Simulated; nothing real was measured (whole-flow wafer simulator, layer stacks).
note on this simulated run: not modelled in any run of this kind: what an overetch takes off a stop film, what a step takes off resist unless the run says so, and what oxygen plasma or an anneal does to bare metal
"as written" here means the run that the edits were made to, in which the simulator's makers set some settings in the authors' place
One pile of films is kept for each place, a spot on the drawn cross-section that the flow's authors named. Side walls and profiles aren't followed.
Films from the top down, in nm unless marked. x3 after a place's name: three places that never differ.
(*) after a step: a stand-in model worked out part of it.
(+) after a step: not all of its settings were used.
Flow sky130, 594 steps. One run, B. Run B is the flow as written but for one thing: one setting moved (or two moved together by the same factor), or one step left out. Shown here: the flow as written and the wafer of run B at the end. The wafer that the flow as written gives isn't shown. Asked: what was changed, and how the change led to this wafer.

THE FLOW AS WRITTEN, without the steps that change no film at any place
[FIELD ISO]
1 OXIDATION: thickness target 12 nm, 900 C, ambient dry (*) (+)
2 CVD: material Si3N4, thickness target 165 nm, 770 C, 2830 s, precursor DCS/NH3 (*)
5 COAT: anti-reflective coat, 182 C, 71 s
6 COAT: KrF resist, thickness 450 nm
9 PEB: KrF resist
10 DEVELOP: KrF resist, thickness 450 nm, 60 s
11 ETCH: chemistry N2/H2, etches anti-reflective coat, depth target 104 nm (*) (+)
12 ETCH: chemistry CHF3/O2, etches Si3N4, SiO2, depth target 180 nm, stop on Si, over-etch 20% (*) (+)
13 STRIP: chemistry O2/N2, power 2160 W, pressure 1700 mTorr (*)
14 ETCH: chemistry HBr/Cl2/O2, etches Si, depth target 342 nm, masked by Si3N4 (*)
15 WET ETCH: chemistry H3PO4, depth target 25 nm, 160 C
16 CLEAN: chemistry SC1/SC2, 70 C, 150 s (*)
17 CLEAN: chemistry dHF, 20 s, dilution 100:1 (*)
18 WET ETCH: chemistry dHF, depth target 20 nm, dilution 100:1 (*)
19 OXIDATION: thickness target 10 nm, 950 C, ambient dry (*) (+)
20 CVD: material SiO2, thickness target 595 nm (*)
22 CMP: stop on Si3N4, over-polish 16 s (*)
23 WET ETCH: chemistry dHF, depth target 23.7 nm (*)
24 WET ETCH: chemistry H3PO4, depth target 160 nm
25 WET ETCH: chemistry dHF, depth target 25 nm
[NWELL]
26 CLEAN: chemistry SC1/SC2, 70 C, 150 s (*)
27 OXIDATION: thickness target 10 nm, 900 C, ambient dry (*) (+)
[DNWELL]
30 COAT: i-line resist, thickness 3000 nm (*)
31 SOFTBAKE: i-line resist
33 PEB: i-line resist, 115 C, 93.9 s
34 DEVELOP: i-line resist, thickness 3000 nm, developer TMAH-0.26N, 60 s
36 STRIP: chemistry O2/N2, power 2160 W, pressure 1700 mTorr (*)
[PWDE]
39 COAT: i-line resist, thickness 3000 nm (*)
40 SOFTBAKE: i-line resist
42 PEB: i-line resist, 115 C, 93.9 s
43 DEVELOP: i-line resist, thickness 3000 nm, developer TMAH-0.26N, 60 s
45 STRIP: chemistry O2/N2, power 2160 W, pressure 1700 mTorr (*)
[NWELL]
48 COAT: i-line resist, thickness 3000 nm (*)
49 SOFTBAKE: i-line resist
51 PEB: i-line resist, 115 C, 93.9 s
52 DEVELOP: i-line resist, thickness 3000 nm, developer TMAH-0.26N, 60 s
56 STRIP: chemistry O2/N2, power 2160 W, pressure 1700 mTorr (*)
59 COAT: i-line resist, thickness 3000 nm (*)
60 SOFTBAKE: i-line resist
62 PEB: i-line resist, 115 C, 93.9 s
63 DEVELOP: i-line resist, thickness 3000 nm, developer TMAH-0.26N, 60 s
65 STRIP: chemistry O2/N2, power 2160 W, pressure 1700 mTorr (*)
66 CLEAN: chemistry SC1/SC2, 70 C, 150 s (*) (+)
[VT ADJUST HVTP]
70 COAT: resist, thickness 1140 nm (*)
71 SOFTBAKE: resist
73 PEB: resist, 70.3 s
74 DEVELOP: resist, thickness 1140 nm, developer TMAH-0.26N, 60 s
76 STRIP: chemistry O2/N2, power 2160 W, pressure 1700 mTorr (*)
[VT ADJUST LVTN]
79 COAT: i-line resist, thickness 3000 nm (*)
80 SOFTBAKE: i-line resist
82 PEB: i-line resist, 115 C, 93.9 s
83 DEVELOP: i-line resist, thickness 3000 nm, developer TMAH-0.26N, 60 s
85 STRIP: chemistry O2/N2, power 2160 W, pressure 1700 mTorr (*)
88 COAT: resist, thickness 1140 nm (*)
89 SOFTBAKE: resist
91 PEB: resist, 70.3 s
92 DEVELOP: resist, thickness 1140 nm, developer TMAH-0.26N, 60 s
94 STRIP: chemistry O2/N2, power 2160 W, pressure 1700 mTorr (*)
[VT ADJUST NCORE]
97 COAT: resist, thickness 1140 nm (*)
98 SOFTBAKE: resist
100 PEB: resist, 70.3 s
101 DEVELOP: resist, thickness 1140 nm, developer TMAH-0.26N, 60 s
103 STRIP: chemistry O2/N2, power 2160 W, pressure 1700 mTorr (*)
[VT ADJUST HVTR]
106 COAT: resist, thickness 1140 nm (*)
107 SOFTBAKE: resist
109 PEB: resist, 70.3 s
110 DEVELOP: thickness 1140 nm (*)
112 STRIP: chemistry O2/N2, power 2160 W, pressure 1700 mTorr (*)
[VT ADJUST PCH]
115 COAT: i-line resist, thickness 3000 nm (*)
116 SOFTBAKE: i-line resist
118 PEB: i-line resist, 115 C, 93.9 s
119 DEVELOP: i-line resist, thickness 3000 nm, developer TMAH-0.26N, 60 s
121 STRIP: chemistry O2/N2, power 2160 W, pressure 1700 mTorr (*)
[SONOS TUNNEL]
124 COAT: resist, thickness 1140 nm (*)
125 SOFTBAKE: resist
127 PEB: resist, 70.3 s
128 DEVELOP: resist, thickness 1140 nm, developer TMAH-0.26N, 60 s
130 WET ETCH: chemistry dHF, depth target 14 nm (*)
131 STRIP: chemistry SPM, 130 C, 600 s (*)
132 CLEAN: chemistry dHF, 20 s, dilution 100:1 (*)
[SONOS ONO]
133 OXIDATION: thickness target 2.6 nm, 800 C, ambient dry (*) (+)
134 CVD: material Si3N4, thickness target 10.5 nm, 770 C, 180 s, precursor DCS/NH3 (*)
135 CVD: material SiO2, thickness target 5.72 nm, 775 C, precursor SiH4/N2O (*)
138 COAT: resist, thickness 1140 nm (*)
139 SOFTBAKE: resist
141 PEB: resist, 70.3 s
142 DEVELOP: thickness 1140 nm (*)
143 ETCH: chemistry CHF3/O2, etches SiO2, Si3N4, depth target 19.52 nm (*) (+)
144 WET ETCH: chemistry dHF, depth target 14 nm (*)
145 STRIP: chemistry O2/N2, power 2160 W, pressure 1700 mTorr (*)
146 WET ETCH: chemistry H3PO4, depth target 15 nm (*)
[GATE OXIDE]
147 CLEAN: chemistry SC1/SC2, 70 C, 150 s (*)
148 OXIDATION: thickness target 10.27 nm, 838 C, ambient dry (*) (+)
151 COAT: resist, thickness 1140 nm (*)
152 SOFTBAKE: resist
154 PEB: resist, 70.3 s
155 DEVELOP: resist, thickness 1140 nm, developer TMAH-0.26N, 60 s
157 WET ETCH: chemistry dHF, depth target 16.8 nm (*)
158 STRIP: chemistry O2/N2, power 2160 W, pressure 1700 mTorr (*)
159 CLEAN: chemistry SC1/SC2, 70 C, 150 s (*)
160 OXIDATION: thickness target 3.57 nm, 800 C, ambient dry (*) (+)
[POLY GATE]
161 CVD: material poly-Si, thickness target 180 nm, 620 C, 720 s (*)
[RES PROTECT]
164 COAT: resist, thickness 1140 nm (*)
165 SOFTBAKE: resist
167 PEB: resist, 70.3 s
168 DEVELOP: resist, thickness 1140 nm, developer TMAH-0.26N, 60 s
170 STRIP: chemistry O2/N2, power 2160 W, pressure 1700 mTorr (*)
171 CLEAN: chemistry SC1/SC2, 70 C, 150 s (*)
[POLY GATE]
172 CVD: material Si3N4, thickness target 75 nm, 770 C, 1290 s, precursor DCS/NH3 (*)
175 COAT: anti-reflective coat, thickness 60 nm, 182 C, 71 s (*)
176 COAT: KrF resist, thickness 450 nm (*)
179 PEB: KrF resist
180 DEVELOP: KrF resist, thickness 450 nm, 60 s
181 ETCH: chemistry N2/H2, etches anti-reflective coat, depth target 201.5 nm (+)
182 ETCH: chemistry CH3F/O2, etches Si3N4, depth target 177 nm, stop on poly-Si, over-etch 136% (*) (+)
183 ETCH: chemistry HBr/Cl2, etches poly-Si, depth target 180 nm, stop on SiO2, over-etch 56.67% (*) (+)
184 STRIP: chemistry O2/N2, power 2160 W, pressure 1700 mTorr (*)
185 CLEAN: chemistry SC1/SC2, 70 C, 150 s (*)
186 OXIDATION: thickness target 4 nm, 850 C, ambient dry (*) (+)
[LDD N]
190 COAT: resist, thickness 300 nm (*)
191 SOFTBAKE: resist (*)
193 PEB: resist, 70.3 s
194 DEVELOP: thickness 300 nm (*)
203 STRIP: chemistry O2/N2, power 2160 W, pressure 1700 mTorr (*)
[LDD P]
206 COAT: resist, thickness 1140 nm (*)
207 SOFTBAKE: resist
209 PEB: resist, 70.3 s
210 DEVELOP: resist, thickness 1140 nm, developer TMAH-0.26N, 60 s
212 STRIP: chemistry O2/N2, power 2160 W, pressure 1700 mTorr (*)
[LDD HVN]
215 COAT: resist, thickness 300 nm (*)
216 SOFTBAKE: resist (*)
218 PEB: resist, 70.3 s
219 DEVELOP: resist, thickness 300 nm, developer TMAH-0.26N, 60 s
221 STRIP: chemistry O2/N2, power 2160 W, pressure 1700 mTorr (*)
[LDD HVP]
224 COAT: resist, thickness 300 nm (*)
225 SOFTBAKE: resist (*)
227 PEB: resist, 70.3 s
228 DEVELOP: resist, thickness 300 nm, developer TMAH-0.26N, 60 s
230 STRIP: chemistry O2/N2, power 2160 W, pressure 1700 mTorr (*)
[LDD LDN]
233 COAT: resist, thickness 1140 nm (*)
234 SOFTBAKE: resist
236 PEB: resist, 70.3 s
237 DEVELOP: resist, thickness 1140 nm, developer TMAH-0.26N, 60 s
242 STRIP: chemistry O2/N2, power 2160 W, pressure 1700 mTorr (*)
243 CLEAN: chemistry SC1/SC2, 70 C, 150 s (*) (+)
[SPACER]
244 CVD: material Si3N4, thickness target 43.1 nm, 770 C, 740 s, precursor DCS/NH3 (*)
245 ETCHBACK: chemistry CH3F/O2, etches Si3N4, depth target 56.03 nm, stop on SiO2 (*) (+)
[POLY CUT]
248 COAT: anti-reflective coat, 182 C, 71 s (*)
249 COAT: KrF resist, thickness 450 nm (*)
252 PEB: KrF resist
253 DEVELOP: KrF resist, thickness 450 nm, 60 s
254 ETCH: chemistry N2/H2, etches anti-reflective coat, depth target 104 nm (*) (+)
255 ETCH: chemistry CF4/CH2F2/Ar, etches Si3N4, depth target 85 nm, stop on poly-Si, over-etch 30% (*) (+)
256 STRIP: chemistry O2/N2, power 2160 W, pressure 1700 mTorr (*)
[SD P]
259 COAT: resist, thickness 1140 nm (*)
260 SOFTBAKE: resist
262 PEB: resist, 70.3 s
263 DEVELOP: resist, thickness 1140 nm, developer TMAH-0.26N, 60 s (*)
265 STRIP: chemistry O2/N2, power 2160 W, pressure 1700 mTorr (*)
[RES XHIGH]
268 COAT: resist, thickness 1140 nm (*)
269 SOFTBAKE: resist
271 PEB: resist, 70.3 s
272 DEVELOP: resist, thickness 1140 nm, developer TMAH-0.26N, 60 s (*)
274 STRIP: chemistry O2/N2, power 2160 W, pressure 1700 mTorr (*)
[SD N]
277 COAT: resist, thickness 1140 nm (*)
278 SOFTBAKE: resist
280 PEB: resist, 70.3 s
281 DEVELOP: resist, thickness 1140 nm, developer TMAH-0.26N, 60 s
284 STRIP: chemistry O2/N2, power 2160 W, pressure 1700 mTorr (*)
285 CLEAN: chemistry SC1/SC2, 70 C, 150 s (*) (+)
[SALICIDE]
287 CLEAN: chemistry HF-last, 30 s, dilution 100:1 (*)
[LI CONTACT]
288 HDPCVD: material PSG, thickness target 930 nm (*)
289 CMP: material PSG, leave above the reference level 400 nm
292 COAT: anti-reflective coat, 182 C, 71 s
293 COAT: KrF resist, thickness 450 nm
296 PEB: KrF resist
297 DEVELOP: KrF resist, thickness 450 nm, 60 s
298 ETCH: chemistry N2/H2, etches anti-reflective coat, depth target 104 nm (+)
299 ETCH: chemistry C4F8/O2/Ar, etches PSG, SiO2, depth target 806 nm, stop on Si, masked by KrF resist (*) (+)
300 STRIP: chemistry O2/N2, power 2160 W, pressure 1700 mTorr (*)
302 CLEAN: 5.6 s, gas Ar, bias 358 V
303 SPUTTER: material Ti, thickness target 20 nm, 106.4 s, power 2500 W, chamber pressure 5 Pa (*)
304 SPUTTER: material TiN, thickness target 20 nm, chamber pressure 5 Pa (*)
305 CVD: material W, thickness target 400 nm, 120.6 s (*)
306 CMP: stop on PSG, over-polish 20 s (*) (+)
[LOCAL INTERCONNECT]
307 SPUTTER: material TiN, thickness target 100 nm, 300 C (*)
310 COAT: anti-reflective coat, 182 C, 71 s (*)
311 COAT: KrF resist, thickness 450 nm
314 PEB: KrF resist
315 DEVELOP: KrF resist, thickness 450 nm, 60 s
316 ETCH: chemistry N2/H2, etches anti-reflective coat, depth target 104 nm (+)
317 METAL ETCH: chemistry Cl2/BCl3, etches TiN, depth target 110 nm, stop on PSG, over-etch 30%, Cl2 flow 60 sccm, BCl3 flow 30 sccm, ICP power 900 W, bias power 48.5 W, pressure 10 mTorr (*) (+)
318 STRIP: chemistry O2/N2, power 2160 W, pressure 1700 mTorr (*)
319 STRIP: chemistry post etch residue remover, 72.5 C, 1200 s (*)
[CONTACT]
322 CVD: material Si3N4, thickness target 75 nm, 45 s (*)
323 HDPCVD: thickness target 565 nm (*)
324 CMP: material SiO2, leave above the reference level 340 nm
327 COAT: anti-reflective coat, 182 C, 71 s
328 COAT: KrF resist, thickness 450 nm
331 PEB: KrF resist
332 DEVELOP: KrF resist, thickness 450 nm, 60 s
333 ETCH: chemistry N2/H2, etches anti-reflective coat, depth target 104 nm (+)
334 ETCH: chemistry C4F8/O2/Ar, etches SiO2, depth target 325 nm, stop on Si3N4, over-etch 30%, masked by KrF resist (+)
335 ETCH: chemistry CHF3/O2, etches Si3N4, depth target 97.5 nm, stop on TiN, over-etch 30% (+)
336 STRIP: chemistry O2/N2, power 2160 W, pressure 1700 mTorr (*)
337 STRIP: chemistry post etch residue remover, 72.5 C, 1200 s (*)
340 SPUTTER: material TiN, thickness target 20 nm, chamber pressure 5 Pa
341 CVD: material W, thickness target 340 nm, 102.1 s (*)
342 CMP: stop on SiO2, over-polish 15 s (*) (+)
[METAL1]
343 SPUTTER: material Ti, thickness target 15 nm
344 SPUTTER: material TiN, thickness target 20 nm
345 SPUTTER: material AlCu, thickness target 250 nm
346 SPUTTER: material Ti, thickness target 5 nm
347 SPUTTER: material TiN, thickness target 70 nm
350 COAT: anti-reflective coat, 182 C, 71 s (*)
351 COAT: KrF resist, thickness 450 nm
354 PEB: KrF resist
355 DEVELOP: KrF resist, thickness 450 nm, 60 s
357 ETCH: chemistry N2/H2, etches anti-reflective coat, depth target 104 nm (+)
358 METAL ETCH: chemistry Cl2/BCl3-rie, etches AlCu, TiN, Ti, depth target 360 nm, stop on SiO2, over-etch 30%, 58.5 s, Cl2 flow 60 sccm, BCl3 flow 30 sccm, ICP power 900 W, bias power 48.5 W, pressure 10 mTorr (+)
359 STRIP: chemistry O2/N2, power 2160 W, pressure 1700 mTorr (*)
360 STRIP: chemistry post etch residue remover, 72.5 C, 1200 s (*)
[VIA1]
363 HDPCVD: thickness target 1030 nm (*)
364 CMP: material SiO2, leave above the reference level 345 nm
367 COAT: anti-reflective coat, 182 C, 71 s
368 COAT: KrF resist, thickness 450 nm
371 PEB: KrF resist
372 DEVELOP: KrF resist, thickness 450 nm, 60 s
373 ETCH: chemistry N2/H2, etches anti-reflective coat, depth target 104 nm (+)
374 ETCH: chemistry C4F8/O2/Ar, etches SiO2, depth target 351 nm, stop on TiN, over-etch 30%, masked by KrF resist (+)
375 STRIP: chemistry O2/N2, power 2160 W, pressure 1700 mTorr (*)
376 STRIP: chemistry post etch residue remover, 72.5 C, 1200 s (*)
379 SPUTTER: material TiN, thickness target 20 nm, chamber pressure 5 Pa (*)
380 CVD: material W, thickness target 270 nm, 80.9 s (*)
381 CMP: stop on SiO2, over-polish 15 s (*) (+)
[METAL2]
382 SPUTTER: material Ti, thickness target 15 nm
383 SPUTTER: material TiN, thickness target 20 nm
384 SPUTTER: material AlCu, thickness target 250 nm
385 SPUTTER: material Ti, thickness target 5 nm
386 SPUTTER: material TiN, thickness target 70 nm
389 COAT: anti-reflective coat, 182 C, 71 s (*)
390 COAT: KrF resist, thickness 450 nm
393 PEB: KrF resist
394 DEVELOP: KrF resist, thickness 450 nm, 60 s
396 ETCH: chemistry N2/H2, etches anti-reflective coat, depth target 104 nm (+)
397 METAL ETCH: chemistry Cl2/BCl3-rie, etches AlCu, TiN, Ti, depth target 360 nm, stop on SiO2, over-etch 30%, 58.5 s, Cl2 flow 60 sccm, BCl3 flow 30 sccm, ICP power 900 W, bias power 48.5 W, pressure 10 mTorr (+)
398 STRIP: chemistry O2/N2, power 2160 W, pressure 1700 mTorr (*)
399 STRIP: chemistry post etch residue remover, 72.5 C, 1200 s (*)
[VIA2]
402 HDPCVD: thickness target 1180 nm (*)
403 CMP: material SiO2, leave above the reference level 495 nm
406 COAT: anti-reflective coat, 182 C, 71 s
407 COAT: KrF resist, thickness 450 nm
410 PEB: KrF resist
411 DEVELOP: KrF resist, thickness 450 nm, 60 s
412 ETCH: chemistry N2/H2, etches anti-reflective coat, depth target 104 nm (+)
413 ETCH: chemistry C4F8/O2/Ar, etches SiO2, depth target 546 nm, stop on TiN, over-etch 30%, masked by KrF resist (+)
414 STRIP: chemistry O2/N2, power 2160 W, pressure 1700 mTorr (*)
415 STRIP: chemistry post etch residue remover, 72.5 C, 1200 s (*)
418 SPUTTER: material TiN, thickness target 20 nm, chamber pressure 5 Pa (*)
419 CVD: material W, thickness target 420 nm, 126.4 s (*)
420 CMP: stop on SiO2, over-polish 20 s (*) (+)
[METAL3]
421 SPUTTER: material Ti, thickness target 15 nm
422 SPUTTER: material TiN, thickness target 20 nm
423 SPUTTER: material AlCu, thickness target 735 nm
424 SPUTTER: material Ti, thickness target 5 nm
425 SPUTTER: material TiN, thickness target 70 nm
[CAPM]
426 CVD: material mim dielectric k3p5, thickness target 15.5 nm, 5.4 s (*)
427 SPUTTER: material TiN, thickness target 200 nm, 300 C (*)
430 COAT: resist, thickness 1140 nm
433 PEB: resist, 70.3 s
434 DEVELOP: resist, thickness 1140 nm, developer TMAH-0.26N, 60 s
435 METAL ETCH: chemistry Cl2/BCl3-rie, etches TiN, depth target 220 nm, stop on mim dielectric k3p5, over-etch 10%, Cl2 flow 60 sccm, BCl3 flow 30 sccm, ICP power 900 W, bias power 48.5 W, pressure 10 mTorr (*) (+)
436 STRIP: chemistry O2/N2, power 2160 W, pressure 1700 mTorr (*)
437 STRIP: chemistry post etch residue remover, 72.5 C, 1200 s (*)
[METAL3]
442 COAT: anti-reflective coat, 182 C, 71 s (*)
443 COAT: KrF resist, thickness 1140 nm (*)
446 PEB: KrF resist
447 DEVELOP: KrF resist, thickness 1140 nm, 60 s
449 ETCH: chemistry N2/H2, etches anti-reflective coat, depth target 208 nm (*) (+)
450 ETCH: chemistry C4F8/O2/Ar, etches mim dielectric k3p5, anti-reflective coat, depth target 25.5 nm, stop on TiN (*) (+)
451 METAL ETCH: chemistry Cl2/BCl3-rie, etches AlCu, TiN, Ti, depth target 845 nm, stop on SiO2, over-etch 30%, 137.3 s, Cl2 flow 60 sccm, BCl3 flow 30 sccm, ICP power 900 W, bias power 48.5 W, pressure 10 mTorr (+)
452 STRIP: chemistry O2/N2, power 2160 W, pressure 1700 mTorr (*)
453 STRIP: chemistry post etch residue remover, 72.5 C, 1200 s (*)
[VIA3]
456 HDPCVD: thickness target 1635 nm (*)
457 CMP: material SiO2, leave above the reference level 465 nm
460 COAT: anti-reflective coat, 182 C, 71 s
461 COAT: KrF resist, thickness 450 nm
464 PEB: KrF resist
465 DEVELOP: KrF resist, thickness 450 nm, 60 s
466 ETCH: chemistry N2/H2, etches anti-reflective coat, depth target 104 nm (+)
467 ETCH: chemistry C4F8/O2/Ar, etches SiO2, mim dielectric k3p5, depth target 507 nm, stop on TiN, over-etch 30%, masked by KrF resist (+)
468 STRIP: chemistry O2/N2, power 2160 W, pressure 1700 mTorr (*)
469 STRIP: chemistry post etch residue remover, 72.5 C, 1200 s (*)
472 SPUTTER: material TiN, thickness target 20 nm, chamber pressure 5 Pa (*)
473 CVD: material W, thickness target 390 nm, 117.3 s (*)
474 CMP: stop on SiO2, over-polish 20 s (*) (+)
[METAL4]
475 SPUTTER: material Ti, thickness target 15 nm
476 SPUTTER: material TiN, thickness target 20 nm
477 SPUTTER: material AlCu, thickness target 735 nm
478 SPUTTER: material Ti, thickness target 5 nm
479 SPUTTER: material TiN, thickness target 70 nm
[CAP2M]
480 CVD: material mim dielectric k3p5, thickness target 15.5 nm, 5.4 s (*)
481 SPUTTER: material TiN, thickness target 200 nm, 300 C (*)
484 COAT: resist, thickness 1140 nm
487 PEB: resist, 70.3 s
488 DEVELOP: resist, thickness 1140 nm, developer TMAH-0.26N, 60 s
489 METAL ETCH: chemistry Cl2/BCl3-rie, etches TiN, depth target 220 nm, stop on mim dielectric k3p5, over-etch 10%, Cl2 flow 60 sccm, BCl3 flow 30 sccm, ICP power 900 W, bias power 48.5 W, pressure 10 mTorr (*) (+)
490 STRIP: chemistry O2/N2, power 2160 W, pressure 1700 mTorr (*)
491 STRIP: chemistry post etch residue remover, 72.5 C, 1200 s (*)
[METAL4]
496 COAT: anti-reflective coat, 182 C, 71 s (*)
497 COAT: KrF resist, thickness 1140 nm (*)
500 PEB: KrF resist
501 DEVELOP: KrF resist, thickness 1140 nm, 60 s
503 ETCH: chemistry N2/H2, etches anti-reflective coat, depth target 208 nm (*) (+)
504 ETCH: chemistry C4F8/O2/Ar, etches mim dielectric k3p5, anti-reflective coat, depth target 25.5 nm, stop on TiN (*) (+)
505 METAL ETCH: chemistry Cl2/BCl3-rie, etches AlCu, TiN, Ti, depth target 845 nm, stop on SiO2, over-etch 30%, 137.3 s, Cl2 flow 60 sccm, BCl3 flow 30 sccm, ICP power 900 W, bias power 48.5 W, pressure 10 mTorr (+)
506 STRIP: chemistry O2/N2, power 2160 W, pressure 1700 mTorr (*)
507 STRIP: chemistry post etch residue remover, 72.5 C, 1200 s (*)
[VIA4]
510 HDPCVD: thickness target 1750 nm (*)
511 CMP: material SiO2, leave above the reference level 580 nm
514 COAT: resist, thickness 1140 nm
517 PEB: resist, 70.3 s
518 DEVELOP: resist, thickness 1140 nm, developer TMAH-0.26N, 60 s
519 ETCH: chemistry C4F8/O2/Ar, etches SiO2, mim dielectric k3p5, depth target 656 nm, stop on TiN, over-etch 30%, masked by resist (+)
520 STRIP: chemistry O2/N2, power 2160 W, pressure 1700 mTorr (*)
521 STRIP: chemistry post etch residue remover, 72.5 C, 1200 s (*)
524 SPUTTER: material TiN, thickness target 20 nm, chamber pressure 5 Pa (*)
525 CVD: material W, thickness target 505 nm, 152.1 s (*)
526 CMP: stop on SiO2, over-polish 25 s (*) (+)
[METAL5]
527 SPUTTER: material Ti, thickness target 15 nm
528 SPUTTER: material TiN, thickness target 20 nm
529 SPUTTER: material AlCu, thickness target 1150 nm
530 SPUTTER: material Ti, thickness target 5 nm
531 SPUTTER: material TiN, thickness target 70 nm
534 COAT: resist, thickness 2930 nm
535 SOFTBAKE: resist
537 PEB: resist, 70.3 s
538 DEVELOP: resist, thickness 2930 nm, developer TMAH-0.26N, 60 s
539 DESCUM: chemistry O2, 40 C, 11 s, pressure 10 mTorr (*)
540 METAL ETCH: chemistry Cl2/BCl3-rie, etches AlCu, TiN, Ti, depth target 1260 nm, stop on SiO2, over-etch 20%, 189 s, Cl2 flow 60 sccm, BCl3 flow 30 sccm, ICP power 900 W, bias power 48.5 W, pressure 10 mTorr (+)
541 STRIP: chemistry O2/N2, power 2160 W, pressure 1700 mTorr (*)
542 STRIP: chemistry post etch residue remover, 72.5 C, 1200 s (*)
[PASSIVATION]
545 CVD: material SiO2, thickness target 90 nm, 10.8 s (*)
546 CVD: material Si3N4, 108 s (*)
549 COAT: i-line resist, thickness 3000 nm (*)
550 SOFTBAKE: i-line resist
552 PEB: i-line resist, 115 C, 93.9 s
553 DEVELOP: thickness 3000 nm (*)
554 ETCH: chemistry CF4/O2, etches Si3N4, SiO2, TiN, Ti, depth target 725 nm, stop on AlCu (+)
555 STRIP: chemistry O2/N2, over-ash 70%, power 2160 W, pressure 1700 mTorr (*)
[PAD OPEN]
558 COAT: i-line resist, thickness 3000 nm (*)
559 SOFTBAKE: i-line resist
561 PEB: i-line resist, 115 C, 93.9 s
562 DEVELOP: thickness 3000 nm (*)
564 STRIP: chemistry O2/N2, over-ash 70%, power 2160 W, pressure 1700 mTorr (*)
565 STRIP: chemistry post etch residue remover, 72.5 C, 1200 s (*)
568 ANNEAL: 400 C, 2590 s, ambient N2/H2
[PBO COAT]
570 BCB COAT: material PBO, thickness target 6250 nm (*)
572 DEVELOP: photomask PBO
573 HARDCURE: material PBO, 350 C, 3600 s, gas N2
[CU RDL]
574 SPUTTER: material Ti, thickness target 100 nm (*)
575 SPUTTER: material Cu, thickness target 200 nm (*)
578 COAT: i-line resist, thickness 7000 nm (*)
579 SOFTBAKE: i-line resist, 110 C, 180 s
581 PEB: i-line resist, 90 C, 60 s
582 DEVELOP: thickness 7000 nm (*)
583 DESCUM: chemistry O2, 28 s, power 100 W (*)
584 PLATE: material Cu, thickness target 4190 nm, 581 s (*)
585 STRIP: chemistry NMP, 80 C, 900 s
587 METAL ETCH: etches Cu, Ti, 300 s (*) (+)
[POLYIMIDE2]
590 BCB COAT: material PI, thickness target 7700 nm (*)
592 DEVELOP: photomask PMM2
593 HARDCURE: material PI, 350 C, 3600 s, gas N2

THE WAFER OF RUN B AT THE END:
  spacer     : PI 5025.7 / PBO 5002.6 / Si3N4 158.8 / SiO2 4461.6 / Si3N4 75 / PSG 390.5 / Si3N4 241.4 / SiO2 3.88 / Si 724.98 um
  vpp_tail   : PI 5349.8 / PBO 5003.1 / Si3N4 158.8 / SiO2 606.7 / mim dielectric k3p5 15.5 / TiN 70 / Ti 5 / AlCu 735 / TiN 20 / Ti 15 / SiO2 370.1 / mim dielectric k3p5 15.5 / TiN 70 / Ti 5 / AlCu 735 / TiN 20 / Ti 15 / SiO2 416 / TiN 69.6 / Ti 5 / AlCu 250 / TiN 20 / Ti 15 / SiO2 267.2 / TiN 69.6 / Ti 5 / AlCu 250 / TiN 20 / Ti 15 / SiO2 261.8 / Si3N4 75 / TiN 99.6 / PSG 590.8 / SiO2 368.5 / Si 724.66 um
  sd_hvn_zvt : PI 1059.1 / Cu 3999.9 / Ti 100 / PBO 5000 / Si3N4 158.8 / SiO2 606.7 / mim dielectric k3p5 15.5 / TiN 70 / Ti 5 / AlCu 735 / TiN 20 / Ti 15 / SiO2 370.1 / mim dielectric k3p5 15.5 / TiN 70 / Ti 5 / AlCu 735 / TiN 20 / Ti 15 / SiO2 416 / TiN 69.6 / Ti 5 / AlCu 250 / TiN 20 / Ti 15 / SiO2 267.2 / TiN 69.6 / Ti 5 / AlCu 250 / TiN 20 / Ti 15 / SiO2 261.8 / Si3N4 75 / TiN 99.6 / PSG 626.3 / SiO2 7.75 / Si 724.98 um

The cause: step 540, METAL ETCH: depth target 1071 nm was run, where the flow has depth target 1260 nm; step 540, METAL ETCH: 161 s was run, where the flow has 189 s.

How the change led to this, step by step:
  540 METAL ETCH: chemistry Cl2/BCl3-rie, etches AlCu, TiN, Ti, depth target 1260 nm, stop on SiO2, over-etch 20%, 189 s, Cl2 flow 60 sccm, BCl3 flow 30 sccm, ICP power 900 W, bias power 48.5 W, pressure 10 mTorr (+)
      field, active, gate and 175 more: TiN -70 (all of it), Ti -5 (all of it), AlCu -1150 (all of it), TiN -20 (all of it), Ti -15 (all of it), SiO2 -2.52 (as written it would be: TiN -70 (all of it), Ti -5 (all of it), AlCu -1150 (all of it), TiN -20 (all of it), Ti -15 (all of it), SiO2 -25.2)
      n_well, p_well, sd_n and 12 more: resist -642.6 (as written it would be: resist -756)
  541 STRIP: chemistry O2/N2, power 2160 W, pressure 1700 mTorr (*)
      n_well, p_well, sd_n and 9 more: resist -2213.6 (all of it) (as written it would be: resist -2100.2 (all of it))
      m1, via4_hole: resist -2215.7 (all of it) (as written it would be: resist -2102.3 (all of it))
      (and at 1 more place)
  550 SOFTBAKE: i-line resist
      gate: i-line resist -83 (as written it would be: i-line resist -85.5)
      spacer: i-line resist -94.7 (as written it would be: i-line resist -97.5)
      (and at 50 more places)
  559 SOFTBAKE: i-line resist
      gate: i-line resist -83 (as written it would be: i-line resist -85.5)
      gate_hv: i-line resist +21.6 (as written it would be: i-line resist +22.2)
      (and at 53 more places)
  578 COAT: i-line resist, thickness 7000 nm (*)
      pad: i-line resist +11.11 um (new film) (as written it would be: i-line resist +11.08 um (new film))
  579 SOFTBAKE: i-line resist, 110 C, 180 s
      m5_stack_ln: i-line resist -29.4 (as written it would be: i-line resist -30)
  582 DEVELOP: thickness 7000 nm (*)
      pad: i-line resist -11.1 um (all of it) (as written it would be: i-line resist -11.08 um (all of it))
